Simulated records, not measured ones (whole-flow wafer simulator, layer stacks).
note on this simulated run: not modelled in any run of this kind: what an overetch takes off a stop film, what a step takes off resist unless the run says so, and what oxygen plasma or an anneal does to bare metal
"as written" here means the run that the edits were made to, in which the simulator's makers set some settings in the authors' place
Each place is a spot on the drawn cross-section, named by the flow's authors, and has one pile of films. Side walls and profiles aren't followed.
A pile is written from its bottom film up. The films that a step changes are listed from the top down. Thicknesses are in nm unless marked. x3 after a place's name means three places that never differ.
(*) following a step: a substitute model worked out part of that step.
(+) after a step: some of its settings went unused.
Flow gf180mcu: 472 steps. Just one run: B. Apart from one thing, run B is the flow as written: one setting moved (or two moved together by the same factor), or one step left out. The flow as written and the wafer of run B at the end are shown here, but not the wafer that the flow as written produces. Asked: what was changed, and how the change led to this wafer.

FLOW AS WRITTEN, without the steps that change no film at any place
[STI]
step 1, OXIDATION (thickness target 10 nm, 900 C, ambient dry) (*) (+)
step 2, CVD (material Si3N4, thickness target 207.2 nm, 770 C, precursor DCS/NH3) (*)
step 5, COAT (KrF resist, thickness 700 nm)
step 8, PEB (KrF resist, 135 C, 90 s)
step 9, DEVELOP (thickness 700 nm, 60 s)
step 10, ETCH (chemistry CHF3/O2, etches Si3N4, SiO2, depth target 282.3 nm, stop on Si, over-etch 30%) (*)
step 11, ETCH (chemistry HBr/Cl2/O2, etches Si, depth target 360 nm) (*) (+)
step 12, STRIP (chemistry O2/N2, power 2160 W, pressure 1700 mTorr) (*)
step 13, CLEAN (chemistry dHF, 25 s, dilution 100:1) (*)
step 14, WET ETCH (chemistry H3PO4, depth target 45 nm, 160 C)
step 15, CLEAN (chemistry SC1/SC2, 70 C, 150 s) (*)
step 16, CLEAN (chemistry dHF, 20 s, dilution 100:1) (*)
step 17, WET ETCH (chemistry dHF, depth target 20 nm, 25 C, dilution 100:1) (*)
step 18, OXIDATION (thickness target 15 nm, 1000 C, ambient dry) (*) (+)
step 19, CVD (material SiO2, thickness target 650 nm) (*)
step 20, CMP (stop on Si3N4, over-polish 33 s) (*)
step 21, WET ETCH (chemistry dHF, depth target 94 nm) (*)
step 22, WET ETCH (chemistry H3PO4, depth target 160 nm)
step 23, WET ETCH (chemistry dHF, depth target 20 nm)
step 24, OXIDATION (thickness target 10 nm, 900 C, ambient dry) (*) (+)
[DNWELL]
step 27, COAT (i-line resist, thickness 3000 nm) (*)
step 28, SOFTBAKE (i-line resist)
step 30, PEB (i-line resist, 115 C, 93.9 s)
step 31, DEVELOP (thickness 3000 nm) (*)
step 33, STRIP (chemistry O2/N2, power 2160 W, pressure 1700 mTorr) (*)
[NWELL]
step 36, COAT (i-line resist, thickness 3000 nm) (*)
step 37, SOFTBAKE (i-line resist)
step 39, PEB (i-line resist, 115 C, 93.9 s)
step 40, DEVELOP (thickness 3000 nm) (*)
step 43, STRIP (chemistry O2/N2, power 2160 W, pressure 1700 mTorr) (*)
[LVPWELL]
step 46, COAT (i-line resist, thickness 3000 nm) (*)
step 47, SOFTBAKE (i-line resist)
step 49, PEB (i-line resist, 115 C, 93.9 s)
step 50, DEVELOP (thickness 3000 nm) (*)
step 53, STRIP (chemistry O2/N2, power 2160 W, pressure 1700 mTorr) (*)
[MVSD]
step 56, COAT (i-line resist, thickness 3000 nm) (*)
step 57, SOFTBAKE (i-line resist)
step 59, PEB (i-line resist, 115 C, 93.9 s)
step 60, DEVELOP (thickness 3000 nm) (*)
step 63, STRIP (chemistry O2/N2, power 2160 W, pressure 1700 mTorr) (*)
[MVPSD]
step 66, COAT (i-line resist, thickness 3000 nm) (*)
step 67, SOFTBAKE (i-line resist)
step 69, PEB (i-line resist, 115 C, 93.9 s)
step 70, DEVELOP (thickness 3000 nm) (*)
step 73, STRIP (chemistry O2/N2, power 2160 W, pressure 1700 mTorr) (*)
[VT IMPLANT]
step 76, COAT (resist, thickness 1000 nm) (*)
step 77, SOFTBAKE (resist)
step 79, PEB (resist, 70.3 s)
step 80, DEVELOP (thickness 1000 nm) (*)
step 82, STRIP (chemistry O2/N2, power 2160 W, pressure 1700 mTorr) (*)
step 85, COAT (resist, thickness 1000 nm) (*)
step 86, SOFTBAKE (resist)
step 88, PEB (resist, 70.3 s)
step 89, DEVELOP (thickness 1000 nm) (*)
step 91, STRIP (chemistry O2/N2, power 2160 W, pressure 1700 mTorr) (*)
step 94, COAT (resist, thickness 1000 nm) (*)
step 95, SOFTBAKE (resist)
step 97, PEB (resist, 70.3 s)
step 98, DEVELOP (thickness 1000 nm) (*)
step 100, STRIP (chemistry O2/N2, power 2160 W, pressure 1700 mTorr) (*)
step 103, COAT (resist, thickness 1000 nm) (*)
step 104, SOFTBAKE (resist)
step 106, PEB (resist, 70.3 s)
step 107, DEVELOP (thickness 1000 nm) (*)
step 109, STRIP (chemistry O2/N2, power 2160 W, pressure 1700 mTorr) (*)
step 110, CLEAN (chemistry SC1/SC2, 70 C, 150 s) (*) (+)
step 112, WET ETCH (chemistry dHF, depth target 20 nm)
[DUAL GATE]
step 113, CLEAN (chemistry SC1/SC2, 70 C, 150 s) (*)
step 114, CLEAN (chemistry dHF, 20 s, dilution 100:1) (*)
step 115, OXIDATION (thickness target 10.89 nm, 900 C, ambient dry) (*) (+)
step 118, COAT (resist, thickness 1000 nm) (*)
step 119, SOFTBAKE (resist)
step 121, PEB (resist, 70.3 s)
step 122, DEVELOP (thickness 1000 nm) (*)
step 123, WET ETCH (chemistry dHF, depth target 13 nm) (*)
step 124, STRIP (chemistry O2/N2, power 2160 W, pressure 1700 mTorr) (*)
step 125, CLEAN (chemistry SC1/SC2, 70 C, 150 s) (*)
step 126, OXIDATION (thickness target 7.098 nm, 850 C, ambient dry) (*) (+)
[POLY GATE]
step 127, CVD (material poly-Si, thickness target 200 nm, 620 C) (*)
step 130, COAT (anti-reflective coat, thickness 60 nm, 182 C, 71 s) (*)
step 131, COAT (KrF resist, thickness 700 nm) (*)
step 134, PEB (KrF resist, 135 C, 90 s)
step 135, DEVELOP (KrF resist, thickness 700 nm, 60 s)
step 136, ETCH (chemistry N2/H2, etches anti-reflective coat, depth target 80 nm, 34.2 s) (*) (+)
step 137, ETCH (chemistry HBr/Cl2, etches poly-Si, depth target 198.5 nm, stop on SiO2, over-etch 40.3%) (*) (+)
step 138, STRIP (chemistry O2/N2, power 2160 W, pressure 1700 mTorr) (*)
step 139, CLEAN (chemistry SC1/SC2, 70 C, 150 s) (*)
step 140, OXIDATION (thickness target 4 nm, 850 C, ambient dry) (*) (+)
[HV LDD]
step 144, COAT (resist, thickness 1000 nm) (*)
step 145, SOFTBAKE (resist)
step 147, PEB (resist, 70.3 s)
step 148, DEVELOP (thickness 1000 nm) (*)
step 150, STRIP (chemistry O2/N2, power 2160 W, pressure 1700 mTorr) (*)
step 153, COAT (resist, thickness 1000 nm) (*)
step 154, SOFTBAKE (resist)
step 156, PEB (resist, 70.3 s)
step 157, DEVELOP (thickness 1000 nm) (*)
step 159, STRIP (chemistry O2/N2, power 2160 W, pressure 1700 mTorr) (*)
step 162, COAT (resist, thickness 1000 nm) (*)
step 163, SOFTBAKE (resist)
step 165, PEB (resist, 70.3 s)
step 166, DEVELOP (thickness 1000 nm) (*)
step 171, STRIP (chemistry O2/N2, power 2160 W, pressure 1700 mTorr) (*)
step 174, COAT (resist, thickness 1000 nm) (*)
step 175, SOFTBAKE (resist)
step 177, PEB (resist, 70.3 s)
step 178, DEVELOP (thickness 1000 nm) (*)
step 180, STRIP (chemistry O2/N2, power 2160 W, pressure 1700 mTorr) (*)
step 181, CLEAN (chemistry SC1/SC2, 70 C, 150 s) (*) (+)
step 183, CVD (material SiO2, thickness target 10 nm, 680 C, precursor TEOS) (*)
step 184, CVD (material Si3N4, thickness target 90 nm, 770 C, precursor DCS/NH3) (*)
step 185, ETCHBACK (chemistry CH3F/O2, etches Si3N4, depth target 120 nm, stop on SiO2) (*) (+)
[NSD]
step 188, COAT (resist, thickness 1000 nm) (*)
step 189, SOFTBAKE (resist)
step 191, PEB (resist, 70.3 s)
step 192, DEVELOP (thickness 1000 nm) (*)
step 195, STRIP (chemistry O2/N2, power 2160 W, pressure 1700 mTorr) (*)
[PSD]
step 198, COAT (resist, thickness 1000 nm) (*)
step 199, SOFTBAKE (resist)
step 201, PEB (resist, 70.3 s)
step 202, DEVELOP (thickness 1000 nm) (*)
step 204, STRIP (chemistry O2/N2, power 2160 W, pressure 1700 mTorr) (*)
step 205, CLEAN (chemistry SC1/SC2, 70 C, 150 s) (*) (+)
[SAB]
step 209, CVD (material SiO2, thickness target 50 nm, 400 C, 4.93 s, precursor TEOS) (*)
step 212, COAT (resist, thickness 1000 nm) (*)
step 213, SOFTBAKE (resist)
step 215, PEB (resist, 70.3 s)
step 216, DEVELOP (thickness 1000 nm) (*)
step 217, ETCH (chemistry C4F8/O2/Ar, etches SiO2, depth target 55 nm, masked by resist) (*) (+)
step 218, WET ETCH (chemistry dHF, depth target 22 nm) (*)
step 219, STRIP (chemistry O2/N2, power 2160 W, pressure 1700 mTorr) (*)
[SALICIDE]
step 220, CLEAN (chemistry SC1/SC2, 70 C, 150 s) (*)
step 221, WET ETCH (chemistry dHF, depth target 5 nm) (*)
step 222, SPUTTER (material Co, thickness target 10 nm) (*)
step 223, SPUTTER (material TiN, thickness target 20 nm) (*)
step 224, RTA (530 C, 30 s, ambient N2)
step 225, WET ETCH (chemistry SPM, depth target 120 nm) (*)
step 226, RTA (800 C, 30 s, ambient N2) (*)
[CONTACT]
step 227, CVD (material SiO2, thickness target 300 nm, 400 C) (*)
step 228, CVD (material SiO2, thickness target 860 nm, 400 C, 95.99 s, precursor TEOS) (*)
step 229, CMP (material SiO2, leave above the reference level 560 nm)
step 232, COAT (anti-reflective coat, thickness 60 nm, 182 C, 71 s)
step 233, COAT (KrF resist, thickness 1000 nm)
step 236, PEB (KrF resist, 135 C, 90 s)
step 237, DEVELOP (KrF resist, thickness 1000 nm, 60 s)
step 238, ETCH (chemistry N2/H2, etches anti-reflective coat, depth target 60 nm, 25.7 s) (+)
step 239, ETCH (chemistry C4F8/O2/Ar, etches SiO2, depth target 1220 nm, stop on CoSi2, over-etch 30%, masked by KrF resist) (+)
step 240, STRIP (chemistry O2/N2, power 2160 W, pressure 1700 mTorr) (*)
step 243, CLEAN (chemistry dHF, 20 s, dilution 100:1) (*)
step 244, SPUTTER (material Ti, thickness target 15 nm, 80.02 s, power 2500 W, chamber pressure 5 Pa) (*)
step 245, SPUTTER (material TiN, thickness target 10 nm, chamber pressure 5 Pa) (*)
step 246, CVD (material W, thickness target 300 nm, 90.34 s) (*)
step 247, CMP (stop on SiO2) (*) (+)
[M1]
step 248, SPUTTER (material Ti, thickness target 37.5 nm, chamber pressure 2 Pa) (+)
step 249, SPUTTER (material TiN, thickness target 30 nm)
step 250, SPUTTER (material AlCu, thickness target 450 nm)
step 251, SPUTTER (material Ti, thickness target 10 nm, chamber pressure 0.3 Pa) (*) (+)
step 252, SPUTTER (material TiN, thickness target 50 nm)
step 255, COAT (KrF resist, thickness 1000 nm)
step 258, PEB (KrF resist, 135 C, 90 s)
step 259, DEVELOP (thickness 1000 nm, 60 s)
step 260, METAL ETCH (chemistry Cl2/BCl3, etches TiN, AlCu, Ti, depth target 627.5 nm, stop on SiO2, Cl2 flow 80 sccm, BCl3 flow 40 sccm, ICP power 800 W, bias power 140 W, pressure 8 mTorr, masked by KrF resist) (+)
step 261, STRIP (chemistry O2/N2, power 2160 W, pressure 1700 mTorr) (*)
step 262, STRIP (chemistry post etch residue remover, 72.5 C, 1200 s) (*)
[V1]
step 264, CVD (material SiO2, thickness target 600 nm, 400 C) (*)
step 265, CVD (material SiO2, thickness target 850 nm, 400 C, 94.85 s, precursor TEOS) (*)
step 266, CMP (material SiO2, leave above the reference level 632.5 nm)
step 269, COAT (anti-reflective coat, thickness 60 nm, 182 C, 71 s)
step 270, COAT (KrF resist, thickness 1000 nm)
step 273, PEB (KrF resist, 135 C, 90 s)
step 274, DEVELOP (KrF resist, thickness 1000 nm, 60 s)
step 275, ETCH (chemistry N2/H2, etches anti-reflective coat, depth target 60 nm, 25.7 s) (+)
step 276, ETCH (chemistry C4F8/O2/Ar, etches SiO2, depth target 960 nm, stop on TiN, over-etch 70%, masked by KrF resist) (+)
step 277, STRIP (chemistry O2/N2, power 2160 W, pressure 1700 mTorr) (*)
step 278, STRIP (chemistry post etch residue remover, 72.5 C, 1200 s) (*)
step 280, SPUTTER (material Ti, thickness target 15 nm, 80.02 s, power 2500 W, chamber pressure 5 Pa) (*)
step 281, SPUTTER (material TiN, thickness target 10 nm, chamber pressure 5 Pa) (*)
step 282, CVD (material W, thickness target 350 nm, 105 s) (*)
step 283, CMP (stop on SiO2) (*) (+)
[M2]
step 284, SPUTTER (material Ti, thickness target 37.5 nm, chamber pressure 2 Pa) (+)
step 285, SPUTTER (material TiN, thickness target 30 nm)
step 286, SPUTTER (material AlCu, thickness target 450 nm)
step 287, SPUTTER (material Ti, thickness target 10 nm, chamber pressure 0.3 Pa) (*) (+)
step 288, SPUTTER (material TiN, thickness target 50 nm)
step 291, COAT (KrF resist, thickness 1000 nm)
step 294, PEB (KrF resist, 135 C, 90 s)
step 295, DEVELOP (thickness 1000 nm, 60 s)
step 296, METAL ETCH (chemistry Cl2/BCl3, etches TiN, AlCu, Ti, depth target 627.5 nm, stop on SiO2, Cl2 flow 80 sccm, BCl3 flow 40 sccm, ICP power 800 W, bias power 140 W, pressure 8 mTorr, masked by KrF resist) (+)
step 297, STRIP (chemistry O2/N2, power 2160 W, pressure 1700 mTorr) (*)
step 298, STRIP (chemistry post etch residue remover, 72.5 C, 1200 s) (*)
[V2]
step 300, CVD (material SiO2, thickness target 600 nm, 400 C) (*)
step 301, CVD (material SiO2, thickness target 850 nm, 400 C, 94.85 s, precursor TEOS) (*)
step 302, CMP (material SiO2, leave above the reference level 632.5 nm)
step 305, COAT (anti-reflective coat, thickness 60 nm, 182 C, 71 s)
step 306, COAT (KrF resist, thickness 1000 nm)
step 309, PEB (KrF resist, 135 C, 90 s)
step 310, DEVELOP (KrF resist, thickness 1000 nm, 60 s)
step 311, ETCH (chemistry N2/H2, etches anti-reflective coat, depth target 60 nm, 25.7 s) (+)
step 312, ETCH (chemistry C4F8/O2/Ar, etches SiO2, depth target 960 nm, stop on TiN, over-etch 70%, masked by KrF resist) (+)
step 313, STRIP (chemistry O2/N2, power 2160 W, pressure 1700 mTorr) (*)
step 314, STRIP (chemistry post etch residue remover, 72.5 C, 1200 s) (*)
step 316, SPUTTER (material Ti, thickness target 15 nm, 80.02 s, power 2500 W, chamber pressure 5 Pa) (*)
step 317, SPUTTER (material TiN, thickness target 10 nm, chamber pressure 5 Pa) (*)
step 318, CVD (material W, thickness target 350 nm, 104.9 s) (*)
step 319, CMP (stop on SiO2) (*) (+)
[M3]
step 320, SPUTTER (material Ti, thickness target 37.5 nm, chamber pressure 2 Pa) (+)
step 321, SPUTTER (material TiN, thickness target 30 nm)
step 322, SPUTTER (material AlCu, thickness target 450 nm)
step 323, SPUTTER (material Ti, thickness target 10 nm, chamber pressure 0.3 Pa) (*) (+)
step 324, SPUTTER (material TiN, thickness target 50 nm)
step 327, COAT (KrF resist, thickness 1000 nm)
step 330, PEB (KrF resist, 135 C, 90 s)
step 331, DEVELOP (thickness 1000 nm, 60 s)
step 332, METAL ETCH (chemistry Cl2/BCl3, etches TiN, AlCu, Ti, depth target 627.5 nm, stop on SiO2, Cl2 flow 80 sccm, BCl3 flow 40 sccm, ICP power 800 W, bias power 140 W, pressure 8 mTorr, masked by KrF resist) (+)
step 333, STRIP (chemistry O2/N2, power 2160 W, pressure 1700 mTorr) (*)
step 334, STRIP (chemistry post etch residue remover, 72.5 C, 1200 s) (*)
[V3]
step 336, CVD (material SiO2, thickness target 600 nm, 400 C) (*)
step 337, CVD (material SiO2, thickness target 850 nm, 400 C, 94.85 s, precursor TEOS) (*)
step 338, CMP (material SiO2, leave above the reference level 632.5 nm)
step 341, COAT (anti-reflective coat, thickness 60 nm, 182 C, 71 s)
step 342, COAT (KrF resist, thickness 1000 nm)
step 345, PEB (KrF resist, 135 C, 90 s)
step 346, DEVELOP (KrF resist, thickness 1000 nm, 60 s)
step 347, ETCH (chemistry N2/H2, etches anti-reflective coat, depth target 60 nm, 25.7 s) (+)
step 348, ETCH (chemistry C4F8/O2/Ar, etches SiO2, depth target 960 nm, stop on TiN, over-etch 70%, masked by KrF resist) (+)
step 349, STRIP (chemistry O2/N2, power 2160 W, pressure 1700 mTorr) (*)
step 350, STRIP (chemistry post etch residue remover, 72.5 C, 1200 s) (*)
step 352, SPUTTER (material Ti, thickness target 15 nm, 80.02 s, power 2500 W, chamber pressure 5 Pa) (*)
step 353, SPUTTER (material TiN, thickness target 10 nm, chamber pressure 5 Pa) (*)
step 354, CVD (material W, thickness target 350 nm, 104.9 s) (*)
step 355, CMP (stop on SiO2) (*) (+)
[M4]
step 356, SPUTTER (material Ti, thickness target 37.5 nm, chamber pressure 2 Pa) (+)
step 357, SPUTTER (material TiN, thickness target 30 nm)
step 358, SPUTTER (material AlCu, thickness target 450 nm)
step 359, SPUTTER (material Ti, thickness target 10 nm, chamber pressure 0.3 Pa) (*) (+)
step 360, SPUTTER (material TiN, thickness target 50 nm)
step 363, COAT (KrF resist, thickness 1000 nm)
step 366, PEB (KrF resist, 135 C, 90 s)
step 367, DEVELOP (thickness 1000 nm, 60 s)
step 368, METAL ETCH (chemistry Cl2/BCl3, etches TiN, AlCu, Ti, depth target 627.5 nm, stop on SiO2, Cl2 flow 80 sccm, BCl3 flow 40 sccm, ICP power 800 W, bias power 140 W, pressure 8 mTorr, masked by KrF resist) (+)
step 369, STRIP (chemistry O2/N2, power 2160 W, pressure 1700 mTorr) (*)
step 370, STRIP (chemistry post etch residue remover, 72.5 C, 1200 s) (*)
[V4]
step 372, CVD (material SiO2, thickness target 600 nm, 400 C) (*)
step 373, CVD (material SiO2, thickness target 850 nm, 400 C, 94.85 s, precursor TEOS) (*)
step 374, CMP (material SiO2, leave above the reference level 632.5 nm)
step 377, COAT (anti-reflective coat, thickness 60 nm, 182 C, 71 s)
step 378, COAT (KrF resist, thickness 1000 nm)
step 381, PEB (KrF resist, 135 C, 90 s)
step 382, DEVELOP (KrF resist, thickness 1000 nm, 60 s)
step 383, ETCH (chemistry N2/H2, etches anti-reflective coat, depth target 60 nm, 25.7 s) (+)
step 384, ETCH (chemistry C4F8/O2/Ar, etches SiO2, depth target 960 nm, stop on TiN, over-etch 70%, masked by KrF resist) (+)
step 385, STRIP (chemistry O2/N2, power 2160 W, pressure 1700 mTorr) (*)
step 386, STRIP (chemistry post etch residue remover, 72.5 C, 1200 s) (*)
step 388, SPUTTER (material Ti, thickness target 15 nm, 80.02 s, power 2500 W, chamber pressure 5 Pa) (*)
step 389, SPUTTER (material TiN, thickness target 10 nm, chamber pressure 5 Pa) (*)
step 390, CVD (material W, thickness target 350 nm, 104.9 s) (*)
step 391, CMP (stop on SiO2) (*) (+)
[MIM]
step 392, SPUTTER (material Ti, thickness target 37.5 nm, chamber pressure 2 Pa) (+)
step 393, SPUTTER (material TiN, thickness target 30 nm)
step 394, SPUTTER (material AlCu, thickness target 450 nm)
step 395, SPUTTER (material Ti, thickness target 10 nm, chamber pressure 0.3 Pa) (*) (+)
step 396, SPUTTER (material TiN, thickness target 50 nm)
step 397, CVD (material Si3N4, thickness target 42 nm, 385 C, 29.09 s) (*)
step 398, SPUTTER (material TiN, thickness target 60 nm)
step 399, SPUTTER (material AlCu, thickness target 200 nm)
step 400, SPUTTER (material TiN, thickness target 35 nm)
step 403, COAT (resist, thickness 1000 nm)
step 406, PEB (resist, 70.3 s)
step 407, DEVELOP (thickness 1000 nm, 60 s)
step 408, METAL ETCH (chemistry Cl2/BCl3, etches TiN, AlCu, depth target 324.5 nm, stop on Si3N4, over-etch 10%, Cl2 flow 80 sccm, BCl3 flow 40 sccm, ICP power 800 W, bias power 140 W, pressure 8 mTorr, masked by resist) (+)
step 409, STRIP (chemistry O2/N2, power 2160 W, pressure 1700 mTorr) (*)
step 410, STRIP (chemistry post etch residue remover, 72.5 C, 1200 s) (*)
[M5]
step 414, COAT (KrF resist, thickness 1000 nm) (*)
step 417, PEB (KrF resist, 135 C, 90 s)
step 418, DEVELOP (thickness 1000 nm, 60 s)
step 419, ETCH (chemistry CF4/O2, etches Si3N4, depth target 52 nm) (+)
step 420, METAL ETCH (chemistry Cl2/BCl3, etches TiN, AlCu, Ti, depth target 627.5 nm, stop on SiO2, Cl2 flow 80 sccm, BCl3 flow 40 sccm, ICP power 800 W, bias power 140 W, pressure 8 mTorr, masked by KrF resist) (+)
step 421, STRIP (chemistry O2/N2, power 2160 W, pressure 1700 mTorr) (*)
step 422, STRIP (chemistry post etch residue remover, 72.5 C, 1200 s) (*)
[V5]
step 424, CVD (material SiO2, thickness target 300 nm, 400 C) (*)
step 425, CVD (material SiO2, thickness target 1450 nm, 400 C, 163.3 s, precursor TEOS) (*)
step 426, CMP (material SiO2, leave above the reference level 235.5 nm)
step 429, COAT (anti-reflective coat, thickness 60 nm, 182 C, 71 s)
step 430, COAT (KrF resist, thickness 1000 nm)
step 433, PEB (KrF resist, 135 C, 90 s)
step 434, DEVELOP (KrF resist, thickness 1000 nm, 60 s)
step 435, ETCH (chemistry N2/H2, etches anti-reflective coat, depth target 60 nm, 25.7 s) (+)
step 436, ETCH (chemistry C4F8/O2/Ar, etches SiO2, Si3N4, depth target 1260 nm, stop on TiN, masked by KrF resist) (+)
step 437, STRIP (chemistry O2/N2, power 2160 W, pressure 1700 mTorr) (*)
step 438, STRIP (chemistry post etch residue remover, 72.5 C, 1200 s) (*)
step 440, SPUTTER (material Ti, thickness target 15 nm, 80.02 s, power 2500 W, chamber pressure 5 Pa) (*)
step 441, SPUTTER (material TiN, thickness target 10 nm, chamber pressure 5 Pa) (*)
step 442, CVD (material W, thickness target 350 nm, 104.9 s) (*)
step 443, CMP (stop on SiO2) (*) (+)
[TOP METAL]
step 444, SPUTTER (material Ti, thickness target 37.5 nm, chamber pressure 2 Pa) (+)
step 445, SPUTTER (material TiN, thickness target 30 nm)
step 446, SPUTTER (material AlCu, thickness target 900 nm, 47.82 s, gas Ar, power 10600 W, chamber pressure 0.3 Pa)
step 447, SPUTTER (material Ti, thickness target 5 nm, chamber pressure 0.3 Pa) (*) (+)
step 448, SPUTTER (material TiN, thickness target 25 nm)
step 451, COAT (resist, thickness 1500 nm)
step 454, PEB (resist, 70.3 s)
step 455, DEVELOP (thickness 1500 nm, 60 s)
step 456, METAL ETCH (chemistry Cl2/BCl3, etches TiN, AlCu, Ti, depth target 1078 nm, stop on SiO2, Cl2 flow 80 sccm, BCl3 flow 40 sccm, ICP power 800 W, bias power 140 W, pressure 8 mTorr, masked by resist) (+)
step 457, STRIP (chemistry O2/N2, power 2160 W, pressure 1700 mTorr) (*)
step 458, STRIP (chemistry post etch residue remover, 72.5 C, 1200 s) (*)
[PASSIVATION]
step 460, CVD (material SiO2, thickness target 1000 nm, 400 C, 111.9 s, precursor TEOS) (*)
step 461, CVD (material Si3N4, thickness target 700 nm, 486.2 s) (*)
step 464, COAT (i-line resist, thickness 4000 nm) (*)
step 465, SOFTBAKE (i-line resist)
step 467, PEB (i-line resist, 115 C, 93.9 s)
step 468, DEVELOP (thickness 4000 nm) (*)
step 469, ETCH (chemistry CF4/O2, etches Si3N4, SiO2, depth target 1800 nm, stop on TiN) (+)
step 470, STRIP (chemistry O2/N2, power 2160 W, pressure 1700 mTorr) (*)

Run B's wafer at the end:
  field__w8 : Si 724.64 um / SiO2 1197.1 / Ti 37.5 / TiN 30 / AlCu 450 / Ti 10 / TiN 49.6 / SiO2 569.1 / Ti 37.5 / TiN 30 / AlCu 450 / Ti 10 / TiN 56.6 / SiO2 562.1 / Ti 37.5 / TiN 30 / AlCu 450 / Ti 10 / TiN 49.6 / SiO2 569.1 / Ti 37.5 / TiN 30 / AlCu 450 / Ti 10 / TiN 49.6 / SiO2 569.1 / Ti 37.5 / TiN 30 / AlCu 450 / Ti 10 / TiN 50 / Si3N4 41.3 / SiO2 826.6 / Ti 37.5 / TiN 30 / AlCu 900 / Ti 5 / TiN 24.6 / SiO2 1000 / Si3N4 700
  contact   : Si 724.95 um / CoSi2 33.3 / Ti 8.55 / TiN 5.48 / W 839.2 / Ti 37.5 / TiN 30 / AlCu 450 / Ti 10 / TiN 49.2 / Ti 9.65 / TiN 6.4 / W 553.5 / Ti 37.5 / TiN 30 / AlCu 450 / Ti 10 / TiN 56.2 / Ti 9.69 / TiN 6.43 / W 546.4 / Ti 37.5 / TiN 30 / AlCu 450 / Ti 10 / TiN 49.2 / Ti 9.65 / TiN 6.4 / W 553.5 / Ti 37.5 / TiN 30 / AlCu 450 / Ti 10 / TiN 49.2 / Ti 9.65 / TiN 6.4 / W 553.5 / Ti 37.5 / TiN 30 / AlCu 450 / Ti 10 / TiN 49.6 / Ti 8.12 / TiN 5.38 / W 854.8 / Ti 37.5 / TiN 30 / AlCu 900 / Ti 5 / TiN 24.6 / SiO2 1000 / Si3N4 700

Cause: step 288, SPUTTER: thickness target 57 nm was run, while the flow as written has thickness target 50 nm.

Step by step, how the change led to this:
  step 288, SPUTTER (material TiN, thickness target 50 nm)
      field, field__w1, field__w2 and 108 more: TiN gains 57 (new film) (it would be, as written: TiN gains 50 (new film))
  step 296, METAL ETCH (chemistry Cl2/BCl3, etches TiN, AlCu, Ti, depth target 627.5 nm, stop on SiO2, Cl2 flow 80 sccm, BCl3 flow 40 sccm, ICP power 800 W, bias power 140 W, pressure 8 mTorr, masked by KrF resist) (+)
      field, field__w1, field__w2 and 103 more: TiN loses 57 (all of it), Ti loses 10 (all of it), AlCu loses 450 (all of it), TiN loses 30 (all of it), Ti loses 37.5 (all of it) (it would be, as written: TiN loses 50 (all of it), Ti loses 10 (all of it), AlCu loses 450 (all of it), TiN loses 30 (all of it), Ti loses 37.5 (all of it))
